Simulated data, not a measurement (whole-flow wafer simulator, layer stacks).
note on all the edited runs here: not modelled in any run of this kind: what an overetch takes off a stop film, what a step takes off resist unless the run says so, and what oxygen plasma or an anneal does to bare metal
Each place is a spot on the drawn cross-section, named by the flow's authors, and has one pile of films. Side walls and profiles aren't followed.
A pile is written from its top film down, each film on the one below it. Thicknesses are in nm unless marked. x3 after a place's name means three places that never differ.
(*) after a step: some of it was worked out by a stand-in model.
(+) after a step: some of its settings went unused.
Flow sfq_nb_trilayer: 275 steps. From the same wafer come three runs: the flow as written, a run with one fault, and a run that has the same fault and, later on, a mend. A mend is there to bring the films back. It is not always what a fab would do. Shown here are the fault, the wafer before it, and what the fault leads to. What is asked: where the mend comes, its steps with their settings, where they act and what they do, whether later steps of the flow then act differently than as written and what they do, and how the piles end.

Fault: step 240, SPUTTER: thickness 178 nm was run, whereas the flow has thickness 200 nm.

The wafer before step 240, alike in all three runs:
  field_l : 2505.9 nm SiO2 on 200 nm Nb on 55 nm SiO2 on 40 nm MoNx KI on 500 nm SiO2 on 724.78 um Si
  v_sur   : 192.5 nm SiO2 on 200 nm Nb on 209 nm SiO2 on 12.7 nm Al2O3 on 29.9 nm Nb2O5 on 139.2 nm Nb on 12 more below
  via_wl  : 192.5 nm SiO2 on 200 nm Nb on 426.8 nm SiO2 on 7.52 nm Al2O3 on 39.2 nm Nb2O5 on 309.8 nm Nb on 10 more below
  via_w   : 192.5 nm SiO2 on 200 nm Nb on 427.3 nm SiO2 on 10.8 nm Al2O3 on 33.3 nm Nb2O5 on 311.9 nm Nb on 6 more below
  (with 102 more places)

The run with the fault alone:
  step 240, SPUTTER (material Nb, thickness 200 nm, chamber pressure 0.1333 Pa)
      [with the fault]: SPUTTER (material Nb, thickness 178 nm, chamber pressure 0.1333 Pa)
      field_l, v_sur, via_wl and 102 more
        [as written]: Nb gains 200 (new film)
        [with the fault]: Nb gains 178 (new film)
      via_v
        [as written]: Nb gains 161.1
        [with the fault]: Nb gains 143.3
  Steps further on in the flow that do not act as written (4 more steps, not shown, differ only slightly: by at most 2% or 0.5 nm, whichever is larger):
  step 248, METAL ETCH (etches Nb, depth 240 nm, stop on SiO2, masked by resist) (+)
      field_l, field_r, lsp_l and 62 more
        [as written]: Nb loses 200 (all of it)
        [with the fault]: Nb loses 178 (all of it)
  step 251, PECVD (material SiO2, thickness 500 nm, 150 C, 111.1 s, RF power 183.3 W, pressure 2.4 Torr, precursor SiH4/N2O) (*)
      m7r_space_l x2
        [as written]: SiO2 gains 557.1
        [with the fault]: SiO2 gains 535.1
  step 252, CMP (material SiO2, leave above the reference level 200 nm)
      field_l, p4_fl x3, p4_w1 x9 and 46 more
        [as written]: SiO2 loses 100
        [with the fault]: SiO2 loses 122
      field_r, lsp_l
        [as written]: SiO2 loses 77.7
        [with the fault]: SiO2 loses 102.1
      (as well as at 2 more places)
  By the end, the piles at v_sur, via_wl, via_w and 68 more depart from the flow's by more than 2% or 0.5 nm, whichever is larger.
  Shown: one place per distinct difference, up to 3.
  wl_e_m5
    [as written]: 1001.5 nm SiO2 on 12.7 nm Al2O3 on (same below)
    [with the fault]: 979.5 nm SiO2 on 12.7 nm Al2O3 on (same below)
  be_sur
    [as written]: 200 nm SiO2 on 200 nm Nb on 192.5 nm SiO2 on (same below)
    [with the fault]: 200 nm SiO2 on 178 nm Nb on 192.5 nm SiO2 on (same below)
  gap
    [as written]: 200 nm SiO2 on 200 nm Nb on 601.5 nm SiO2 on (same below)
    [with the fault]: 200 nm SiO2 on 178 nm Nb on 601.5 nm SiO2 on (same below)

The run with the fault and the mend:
  After step 240 comes the mend.
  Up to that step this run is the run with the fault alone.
  step 240a, SPUTTER (material Nb, thickness 22 nm, chamber pressure 0.1333 Pa) (a further turn of the flow's step 240, with different settings)
      field_l, v_sur, via_wl and 102 more
        Nb gains 22
      via_v
        Nb gains 15.8
  Every later step of the flow that is run acts as written, at every place that is followed, to within 2% or 0.5 nm, whichever is larger.
  The piles end only slightly different from the flow's at the places that both follow, by no more than 2% or 0.5 nm, whichever is larger.
